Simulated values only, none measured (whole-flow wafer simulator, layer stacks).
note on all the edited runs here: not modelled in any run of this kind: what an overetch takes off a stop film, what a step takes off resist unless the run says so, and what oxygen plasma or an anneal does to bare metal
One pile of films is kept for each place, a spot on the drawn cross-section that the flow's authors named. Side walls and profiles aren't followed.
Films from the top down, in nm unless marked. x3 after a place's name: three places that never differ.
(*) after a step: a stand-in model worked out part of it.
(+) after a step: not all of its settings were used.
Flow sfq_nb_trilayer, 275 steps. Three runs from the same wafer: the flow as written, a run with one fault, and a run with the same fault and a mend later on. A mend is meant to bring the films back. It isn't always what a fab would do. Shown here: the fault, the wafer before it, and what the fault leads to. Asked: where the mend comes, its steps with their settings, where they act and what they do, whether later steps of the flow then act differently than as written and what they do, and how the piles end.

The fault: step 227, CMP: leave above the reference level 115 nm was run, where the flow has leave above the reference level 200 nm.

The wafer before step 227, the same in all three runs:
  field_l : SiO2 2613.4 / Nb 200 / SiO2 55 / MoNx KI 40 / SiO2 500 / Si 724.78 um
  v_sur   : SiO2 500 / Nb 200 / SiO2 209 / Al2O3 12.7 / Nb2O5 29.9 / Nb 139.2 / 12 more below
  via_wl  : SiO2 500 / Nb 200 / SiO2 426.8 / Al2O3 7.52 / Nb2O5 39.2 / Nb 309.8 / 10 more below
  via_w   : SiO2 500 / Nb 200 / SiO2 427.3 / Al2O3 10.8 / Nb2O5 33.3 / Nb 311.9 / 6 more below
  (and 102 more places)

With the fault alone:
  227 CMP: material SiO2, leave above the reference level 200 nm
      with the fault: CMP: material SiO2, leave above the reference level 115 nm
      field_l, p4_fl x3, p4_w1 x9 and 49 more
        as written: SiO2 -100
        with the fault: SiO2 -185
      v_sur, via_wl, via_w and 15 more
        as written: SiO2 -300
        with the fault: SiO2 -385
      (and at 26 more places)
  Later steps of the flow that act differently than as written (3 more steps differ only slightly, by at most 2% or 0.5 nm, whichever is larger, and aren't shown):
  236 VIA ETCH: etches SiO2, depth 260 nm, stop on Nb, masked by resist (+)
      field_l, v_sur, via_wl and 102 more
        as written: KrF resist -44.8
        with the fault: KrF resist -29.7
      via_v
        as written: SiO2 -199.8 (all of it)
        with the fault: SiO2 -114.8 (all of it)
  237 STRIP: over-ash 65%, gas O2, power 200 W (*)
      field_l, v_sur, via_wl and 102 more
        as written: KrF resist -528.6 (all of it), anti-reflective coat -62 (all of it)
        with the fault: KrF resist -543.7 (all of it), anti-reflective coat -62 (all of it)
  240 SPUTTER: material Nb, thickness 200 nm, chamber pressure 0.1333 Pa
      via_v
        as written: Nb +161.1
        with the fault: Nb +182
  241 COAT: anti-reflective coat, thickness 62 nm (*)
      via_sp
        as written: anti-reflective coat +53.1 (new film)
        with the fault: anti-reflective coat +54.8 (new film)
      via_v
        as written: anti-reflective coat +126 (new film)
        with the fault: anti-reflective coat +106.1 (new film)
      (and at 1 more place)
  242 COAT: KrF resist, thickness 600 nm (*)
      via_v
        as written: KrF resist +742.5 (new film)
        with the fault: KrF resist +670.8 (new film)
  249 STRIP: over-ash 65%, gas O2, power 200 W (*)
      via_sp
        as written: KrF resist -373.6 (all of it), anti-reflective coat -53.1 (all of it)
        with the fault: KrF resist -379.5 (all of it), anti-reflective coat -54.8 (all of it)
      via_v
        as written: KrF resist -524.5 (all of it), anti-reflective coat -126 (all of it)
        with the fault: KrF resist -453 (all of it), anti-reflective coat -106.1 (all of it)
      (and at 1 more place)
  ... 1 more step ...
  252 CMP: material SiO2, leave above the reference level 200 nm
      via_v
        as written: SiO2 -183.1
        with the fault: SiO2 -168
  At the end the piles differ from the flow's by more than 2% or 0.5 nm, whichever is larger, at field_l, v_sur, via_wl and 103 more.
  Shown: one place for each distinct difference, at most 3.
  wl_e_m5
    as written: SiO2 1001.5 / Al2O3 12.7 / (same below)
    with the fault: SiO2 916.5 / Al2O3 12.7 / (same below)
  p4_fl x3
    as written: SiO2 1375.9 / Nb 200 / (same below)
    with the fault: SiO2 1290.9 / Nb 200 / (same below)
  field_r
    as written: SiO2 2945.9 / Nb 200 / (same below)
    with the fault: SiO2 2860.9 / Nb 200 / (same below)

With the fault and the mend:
  The mend comes after step 228.
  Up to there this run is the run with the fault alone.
  228a PECVD: material SiO2, thickness 85 nm, 150 C, 18.89 s, RF power 183.3 W, pressure 2.4 Torr, precursor SiH4/N2O (the flow's step 226 once more, with other settings)
      field_l, v_sur, via_wl and 103 more
        SiO2 +85
  No later step of the flow acts differently than as written, at any place that is followed, by more than 2% or 0.5 nm, whichever is larger.
  At the end the piles are the same as the flow's at every place that both follow.
